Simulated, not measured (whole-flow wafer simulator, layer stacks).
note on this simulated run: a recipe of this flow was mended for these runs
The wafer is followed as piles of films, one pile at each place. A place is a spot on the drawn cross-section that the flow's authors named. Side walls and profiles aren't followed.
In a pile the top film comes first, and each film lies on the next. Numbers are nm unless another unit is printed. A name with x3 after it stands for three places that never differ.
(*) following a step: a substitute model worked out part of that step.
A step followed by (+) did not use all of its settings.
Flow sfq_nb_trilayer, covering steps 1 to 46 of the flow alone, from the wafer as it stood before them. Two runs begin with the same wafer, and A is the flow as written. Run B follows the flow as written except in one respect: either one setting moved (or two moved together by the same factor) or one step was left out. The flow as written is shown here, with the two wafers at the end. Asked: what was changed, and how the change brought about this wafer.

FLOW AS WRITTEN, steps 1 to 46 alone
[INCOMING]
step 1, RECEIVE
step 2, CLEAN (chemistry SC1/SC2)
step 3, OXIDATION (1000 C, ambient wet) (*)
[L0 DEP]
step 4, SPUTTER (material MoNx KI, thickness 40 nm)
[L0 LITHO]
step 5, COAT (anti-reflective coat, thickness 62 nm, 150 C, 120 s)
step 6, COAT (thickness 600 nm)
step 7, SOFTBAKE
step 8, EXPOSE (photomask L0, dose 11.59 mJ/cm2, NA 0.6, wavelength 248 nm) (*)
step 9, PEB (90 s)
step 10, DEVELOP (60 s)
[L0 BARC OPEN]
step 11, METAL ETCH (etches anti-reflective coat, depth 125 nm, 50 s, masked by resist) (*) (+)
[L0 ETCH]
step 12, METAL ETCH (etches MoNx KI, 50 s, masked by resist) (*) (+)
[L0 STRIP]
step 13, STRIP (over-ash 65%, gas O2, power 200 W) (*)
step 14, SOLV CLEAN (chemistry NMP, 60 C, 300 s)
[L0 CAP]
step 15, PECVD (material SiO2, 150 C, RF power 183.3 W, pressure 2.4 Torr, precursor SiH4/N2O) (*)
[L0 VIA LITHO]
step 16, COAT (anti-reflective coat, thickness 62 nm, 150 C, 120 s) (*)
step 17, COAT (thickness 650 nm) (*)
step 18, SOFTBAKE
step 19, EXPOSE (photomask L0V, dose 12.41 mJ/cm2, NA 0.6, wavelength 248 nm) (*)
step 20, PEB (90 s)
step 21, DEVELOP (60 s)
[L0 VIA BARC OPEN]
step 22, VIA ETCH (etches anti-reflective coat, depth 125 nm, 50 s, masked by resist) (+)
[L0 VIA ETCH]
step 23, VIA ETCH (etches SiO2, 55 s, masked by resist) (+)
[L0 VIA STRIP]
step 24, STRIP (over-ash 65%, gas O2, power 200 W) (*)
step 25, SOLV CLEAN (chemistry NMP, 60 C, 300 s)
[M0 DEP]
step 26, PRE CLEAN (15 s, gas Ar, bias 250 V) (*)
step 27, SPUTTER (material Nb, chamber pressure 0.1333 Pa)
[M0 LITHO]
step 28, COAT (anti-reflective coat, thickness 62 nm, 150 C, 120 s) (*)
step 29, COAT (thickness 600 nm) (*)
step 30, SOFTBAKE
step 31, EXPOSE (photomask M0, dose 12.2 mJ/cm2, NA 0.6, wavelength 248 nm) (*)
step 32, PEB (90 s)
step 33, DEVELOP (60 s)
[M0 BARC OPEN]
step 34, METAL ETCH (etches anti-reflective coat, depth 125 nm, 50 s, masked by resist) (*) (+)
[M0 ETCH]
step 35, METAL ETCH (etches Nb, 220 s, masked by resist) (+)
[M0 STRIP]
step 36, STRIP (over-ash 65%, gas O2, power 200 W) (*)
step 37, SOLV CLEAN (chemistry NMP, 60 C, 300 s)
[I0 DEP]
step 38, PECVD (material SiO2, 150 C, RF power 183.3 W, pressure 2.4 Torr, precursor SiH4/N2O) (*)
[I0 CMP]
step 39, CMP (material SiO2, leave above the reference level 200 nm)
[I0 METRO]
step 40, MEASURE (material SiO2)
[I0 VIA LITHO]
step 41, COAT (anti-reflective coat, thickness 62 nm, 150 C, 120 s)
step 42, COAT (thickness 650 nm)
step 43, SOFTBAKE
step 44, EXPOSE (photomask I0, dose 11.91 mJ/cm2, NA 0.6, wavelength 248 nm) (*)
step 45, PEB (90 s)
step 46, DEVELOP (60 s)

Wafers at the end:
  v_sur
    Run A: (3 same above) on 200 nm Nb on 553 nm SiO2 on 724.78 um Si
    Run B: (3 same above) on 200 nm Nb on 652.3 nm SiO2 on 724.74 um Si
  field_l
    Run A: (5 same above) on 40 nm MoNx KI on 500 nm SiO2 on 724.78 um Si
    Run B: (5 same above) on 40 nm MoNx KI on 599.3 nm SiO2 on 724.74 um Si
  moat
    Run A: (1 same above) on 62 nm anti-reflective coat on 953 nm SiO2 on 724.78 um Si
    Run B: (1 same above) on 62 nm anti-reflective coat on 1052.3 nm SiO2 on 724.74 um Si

What caused this: step 3, OXIDATION: 1030 C was run, though the flow has 1000 C.

How this came from the change, step by step:
  step 3, OXIDATION (1000 C, ambient wet) (*)
      field_l, v_sur, via_wl and 103 more: A +500 SiO2 (new film), -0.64 chemical SiO2 (all of it), -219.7 Si | B +599.3 SiO2 (new film), -0.64 chemical SiO2 (all of it), -263.4 Si
